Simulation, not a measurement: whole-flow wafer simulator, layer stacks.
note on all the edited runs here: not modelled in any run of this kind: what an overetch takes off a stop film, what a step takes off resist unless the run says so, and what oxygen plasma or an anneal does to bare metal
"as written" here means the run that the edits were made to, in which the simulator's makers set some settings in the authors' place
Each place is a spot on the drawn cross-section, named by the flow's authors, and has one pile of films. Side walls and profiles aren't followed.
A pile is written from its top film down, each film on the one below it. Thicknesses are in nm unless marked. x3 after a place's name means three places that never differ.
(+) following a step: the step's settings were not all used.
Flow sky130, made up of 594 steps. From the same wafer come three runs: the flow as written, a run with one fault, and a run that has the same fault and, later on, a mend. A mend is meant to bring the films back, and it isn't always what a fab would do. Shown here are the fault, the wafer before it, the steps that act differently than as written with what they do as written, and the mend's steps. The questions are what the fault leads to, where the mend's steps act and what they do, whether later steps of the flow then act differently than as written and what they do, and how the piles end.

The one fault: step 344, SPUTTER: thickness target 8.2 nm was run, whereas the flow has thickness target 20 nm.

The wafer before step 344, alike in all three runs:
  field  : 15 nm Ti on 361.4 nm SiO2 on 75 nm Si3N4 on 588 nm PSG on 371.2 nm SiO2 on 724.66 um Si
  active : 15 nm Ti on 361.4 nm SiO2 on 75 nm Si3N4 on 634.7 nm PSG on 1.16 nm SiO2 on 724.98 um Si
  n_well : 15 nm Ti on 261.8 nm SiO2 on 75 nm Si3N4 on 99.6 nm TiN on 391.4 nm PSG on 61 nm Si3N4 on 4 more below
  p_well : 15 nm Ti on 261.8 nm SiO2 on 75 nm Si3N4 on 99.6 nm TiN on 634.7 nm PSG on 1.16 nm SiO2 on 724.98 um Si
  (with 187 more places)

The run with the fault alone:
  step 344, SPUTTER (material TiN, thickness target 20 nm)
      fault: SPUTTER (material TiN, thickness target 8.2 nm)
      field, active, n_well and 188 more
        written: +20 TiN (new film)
        fault: +8.2 TiN (new film)
  Steps further on in the flow that do not act as written (17 other steps are not shown; they differ only slightly, by no more than 2% or 0.5 nm, whichever is larger):
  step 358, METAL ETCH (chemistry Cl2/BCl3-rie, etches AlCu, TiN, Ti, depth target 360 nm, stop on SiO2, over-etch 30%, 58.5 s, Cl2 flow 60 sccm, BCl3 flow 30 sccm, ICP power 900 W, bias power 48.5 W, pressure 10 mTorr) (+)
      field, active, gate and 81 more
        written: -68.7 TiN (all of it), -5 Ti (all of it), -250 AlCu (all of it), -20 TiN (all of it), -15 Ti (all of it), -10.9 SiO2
        fault: -68.7 TiN (all of it), -5 Ti (all of it), -250 AlCu (all of it), -8.2 TiN (all of it), -15 Ti (all of it), -12.1 SiO2
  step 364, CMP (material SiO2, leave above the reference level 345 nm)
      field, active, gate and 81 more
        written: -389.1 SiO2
        fault: -399.7 SiO2
  At n_well, p_well, gate_hv and 104 more, the piles at the end differ from the flow's by more than 2% or 0.5 nm, whichever is larger.
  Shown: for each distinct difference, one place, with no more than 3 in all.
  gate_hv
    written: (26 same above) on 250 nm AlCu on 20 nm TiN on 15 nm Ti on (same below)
    fault: (26 same above) on 250 nm AlCu on 8.2 nm TiN on 15 nm Ti on (same below)
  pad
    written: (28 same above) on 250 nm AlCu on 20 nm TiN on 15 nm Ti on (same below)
    fault: (28 same above) on 250 nm AlCu on 8.2 nm TiN on 15 nm Ti on (same below)
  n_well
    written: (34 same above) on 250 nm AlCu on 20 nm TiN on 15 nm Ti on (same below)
    fault: (34 same above) on 250 nm AlCu on 8.2 nm TiN on 15 nm Ti on (same below)

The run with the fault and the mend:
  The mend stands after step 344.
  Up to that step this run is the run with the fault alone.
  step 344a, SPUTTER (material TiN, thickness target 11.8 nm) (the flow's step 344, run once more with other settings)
      field, active, n_well and 188 more
        +11.8 TiN
  None of the later steps of the flow acts differently than as written at any place that is followed.
  At every place that both follow, the piles at the end match the flow's.
